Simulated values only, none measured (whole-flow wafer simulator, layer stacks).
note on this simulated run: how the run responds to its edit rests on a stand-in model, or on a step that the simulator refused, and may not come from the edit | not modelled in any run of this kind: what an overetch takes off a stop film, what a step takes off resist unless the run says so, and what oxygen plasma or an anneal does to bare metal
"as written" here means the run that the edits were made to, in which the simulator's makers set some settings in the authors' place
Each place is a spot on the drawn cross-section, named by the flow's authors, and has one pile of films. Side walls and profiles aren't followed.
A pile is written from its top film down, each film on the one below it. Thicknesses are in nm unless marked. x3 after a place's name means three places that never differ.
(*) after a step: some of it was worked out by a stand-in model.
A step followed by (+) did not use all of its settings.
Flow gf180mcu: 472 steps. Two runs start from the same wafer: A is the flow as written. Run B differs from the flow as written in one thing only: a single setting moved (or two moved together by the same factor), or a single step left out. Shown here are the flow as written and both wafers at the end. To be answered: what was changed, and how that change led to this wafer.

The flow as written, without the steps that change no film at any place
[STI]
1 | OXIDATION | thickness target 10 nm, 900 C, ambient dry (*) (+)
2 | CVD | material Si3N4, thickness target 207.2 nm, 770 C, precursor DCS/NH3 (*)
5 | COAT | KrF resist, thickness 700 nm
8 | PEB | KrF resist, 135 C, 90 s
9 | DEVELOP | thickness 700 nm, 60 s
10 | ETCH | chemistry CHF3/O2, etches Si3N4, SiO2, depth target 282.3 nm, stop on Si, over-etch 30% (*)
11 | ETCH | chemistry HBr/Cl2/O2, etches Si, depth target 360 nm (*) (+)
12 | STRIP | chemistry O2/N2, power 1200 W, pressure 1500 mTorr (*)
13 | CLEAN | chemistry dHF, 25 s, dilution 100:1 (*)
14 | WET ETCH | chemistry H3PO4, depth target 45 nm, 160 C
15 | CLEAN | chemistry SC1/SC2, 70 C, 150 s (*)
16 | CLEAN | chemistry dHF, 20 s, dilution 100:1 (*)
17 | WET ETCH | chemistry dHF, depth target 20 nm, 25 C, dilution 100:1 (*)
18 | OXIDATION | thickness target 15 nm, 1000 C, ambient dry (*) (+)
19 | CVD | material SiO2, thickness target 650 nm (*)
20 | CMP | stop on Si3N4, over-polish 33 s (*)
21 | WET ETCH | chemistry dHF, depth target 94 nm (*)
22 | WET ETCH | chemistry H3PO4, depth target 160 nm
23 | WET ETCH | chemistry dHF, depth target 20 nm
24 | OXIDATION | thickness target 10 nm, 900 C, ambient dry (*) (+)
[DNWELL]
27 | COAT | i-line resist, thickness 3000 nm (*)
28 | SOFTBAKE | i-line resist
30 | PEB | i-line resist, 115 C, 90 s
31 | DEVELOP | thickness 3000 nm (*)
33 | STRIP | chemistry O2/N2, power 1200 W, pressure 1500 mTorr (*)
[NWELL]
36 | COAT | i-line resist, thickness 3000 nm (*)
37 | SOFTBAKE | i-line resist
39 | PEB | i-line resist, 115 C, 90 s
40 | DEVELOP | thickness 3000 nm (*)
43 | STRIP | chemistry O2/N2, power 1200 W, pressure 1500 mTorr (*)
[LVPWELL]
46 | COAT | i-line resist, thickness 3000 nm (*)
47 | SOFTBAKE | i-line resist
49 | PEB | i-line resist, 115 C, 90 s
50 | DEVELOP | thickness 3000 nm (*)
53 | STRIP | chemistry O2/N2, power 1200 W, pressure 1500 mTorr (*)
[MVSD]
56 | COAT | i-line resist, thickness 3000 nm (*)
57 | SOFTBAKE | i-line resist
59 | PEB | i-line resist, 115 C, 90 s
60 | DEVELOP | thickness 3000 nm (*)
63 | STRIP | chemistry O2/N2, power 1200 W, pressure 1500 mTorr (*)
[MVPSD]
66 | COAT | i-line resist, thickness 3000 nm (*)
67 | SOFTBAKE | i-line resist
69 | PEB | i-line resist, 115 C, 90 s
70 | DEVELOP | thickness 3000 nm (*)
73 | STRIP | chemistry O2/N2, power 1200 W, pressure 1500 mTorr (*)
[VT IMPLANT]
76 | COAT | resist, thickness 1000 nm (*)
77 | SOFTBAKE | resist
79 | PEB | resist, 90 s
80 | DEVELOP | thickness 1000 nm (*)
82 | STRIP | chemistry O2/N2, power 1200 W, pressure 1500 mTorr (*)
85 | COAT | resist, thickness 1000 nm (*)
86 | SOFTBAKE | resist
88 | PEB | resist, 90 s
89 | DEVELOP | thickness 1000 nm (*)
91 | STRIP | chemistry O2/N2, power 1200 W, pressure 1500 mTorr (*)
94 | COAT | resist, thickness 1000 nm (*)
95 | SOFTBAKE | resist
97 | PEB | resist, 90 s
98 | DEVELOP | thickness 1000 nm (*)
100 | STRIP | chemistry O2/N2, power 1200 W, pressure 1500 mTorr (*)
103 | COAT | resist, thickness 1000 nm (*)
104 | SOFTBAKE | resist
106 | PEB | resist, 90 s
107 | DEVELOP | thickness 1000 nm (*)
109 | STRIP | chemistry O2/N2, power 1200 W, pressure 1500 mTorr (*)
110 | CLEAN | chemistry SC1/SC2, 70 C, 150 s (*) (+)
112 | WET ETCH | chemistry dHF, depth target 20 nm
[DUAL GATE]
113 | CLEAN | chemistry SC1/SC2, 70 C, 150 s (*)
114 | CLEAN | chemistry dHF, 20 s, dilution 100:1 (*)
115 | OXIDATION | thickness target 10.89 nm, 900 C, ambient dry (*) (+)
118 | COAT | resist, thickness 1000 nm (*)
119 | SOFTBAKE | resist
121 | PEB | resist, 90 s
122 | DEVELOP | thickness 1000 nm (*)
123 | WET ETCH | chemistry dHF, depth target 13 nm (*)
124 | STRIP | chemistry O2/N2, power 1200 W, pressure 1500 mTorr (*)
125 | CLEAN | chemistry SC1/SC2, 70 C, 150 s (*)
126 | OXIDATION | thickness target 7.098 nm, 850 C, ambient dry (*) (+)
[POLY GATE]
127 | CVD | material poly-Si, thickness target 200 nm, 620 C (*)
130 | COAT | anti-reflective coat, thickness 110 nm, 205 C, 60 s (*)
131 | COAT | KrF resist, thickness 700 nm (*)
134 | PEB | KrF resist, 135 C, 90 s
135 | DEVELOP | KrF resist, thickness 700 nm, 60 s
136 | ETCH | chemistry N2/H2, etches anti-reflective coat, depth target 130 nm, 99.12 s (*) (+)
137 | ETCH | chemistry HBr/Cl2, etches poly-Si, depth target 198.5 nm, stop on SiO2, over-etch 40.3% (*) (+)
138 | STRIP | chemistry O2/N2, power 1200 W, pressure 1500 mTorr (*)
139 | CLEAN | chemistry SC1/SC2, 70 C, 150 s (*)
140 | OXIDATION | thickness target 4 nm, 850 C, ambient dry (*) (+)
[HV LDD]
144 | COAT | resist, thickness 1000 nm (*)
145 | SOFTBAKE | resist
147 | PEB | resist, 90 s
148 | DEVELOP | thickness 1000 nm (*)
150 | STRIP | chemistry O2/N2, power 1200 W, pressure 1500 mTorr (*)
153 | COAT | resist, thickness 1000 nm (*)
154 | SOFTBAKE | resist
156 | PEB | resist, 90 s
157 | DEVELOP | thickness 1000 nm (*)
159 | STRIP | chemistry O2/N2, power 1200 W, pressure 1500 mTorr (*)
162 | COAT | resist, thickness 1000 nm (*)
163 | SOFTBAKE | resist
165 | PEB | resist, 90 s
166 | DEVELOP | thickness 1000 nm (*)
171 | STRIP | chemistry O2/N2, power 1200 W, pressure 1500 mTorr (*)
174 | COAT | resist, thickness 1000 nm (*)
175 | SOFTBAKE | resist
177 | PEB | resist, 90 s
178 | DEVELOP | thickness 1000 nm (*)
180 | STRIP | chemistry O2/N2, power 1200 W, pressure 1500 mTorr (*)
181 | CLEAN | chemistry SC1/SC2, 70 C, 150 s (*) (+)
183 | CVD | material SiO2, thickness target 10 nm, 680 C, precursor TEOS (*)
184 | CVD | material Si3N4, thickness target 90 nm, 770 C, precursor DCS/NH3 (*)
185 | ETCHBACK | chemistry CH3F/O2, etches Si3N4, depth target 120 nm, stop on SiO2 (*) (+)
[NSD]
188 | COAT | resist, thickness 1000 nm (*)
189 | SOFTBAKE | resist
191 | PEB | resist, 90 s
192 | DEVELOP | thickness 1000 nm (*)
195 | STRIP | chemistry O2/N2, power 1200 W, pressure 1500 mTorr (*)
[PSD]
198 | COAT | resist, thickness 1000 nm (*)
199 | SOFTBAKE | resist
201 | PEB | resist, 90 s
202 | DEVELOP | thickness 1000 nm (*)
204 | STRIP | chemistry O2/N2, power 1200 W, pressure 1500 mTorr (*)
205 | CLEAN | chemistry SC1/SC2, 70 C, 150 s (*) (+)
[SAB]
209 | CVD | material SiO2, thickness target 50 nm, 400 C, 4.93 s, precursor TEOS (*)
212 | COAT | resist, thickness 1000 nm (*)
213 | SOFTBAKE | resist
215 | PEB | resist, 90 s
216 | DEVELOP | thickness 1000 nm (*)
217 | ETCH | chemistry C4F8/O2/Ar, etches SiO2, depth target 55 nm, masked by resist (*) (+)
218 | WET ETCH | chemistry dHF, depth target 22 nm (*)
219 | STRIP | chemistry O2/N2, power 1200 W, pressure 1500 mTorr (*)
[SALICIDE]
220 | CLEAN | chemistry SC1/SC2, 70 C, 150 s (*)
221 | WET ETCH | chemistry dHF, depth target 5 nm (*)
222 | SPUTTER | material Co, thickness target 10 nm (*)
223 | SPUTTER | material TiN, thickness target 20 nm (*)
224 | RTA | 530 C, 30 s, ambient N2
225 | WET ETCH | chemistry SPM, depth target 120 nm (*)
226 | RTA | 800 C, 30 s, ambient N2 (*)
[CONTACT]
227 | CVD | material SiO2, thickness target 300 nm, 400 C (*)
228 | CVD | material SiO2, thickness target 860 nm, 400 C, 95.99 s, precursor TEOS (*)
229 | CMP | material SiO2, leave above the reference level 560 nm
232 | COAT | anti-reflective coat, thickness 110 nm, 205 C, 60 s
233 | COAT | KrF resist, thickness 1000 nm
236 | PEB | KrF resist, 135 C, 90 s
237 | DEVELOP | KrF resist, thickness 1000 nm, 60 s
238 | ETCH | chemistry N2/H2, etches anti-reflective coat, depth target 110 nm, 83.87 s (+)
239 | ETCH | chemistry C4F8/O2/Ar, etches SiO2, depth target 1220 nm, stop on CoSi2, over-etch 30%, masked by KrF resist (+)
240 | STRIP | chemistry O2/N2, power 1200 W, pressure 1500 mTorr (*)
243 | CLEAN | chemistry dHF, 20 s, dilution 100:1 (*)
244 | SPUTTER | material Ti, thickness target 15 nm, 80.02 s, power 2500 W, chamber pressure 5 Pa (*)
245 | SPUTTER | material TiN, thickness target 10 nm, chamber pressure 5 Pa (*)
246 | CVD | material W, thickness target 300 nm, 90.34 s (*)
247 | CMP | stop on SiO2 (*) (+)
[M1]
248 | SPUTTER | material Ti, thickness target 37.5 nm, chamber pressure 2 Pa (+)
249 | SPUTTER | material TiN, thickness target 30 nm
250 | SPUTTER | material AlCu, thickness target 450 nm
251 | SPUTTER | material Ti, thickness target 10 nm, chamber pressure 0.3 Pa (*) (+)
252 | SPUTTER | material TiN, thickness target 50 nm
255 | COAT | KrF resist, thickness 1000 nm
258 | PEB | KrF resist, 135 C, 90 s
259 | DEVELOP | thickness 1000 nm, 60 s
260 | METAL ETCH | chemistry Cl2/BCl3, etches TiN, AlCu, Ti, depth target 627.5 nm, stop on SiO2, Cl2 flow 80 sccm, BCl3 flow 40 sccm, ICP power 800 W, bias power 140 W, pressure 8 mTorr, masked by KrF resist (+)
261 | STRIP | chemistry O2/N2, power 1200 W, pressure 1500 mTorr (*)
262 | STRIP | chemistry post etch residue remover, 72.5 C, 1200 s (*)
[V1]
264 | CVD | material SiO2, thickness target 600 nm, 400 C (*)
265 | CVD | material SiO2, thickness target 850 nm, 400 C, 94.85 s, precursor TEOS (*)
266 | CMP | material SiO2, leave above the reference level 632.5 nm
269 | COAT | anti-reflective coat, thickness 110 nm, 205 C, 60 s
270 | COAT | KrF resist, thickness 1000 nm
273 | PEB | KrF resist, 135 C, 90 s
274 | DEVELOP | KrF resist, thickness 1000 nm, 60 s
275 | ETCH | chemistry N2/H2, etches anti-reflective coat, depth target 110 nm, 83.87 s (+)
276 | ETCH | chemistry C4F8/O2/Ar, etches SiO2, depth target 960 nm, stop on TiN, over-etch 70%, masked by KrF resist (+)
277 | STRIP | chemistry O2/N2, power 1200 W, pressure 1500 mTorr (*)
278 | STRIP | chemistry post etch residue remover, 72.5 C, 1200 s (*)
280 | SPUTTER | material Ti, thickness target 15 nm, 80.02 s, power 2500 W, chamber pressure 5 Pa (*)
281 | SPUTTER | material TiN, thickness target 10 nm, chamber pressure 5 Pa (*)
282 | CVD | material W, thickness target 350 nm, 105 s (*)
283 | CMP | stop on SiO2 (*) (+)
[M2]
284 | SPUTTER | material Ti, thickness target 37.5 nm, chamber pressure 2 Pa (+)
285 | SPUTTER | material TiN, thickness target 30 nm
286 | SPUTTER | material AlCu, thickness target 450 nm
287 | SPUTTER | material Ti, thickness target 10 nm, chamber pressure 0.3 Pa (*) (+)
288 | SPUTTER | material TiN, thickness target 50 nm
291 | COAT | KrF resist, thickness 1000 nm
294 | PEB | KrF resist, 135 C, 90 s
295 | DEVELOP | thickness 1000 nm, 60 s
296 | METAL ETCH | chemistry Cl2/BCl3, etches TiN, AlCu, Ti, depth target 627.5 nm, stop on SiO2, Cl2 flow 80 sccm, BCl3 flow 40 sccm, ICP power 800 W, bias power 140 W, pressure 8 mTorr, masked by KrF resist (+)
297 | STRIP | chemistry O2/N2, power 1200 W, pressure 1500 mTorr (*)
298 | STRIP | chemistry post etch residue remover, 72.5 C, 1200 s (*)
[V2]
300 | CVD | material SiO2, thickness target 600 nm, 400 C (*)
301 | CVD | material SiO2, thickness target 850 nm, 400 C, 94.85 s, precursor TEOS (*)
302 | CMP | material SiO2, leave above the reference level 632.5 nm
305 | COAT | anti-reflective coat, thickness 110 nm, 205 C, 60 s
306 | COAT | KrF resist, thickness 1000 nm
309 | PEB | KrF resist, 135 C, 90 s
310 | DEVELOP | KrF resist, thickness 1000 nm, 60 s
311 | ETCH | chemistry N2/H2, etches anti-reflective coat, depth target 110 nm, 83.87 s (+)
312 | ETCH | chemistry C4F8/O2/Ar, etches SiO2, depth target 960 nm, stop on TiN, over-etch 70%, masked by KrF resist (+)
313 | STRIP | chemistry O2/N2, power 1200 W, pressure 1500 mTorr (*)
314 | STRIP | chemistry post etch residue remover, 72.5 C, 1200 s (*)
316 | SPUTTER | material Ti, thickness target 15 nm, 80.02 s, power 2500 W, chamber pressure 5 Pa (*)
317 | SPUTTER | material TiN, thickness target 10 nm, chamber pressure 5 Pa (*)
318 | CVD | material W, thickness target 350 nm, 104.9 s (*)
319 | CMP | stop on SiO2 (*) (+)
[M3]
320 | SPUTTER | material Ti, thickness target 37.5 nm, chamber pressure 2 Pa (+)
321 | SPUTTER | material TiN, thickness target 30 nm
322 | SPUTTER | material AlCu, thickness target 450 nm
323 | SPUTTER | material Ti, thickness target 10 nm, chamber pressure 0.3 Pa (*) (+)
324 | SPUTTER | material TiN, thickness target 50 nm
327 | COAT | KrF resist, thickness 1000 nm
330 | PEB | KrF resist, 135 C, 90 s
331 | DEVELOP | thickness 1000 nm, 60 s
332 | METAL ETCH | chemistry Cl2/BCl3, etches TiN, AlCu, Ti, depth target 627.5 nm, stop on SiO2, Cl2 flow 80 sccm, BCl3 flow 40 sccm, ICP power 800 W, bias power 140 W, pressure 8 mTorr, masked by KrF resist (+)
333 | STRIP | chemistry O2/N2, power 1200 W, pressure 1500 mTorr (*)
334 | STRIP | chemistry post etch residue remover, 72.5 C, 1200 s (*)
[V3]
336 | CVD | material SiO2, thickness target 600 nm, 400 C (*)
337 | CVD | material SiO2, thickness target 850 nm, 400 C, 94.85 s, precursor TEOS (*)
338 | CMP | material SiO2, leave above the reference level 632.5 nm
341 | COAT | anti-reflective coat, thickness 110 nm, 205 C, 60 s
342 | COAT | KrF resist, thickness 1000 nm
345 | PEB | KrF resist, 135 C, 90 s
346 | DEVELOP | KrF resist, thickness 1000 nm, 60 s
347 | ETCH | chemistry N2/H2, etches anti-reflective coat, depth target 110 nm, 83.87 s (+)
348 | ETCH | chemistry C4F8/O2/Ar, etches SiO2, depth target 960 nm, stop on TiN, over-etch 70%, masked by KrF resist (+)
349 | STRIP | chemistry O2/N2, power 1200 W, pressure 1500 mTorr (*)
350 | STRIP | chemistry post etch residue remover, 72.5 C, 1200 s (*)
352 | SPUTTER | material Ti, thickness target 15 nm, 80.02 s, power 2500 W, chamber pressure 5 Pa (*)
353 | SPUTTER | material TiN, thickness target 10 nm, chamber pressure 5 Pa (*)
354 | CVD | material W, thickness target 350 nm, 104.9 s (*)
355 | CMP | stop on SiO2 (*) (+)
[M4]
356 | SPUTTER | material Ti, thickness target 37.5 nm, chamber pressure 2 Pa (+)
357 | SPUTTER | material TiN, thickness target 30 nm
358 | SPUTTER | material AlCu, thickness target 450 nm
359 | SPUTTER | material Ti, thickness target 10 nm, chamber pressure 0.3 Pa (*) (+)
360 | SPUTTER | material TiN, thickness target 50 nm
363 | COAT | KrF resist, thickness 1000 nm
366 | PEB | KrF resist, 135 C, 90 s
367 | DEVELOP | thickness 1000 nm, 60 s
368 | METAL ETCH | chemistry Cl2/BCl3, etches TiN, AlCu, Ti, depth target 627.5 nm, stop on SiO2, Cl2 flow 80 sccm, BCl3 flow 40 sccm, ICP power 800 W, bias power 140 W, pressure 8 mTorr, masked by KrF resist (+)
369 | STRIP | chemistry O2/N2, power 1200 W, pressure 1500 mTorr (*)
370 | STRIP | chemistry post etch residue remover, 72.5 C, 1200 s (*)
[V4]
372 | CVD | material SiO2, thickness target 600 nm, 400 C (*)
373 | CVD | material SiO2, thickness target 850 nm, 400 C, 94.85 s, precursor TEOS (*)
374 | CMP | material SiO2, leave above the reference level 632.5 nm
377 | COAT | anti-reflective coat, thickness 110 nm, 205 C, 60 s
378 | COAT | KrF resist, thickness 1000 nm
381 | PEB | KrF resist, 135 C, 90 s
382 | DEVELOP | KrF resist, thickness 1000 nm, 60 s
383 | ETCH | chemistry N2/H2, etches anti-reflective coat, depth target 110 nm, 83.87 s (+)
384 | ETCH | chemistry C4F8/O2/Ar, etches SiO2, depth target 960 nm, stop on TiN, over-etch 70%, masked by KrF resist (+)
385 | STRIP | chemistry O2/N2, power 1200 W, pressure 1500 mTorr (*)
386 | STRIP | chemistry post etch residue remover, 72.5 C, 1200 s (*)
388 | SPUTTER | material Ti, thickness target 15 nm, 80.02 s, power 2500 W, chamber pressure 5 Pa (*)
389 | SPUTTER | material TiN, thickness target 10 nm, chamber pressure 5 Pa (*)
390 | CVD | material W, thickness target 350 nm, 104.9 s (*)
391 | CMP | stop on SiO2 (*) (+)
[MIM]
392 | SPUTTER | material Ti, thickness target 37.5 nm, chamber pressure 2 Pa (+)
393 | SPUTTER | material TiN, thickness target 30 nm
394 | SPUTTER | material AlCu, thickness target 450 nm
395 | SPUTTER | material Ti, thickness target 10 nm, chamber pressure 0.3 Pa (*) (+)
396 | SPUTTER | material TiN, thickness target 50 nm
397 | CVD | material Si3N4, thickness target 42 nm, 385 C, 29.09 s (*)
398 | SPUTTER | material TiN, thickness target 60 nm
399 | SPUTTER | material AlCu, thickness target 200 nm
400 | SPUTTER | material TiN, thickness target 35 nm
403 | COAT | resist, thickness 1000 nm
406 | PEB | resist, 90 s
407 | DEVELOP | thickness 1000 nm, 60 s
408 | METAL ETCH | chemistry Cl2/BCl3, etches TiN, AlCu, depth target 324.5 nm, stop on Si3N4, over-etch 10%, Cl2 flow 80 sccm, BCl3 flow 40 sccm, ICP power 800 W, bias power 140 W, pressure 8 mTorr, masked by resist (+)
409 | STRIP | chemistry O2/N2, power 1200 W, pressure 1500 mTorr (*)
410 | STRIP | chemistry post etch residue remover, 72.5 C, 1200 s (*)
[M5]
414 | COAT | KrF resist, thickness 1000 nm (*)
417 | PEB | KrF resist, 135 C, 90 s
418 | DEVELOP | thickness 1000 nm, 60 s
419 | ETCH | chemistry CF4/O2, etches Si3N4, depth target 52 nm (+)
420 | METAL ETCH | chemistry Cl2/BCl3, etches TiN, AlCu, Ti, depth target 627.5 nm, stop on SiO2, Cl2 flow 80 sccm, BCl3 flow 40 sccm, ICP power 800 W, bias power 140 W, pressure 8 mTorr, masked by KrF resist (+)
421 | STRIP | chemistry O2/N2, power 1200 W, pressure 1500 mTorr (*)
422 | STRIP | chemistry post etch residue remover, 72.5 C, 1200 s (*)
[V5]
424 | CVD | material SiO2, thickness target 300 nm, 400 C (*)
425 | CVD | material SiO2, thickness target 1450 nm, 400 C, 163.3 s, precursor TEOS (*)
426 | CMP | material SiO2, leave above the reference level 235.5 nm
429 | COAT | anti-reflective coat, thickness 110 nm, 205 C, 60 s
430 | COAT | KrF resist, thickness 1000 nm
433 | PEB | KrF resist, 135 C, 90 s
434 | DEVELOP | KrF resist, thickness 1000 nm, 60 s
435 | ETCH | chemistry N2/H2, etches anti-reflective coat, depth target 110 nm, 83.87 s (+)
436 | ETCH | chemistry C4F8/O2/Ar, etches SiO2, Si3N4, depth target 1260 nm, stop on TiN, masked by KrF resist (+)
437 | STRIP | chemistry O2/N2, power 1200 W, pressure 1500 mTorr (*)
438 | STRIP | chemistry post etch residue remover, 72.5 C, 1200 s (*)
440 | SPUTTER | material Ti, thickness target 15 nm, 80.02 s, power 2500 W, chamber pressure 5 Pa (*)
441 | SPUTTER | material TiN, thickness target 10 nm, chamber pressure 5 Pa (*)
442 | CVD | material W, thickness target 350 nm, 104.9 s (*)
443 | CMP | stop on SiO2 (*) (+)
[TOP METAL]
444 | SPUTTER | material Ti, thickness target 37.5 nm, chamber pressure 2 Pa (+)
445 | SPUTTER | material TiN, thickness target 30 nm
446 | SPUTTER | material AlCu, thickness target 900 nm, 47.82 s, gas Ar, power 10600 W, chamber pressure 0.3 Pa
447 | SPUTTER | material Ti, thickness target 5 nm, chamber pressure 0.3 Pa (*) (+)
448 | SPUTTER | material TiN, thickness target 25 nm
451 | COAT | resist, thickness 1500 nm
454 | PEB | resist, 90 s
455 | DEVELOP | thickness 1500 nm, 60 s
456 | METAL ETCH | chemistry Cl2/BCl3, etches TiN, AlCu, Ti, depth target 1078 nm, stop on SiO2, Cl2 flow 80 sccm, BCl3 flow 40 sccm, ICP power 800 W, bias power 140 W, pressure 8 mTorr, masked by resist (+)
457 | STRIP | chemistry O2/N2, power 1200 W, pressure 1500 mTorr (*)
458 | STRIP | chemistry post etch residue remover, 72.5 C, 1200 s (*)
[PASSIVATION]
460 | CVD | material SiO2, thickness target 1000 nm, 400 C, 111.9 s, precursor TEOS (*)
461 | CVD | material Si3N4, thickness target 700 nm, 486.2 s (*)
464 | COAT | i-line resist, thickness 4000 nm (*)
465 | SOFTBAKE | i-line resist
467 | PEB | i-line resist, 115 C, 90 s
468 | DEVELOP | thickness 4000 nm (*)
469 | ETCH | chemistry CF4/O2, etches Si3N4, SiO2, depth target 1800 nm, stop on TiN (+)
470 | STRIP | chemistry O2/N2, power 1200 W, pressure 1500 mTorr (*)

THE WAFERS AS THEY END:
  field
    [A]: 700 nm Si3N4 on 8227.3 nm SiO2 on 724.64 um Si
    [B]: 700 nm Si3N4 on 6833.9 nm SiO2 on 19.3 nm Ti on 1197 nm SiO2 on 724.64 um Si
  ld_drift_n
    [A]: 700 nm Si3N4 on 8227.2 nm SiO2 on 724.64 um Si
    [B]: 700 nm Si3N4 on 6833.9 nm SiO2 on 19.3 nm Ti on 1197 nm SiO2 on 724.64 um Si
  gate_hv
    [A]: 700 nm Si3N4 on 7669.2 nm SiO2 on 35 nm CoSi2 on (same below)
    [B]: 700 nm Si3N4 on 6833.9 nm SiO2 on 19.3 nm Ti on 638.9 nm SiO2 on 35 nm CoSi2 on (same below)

Cause: step 250, SPUTTER: thickness target 273 nm was run, though the flow has thickness target 450 nm; step 260, METAL ETCH: depth target 381.2 nm was run, where the flow has depth target 627.5 nm.

Step by step, how the change led to this:
  250 | SPUTTER | material AlCu, thickness target 450 nm
      field, field__w1, field__w2 and 108 more: A +450 AlCu (new film) | B +273 AlCu (new film)
  260 | METAL ETCH | chemistry Cl2/BCl3, etches TiN, AlCu, Ti, depth target 627.5 nm, stop on SiO2, Cl2 flow 80 sccm, BCl3 flow 40 sccm, ICP power 800 W, bias power 140 W, pressure 8 mTorr, masked by KrF resist (+)
      field, field__w1, field__w2 and 99 more: A -50 TiN (all of it), -10 Ti (all of it), -450 AlCu (all of it), -30 TiN (all of it), -37.5 Ti (all of it) | B -50 TiN (all of it), -10 Ti (all of it), -273 AlCu (all of it), -30 TiN (all of it), -18.2 Ti
      field__w8, contact, m1 and 6 more: A -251 KrF resist | B -152.5 KrF resist
  261 | STRIP | chemistry O2/N2, power 1200 W, pressure 1500 mTorr (*)
      field__w8, contact, m1 and 6 more: A -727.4 KrF resist (all of it) | B -825.9 KrF resist (all of it)
  264 | CVD | material SiO2, thickness target 600 nm, 400 C (*)
      field, field__w1, field__w2 and 99 more: A +600 SiO2 | B +600 SiO2 (new film)
  266 | CMP | material SiO2, leave above the reference level 632.5 nm
      field, field__w1, field__w2 and 99 more: A -300 SiO2 | B -496.3 SiO2
Taking metal films that touch as one body, field has 1 body; the flow as written gives 0 bodies.
Taking metal films that touch as one body, ld_drift_n has 1 body; the flow as written gives 0 bodies.
Taking metal films that touch as one body, gate_hv has 2 bodies (between them, from the top down: SiO2 638.9); the flow as written gives 1 body.
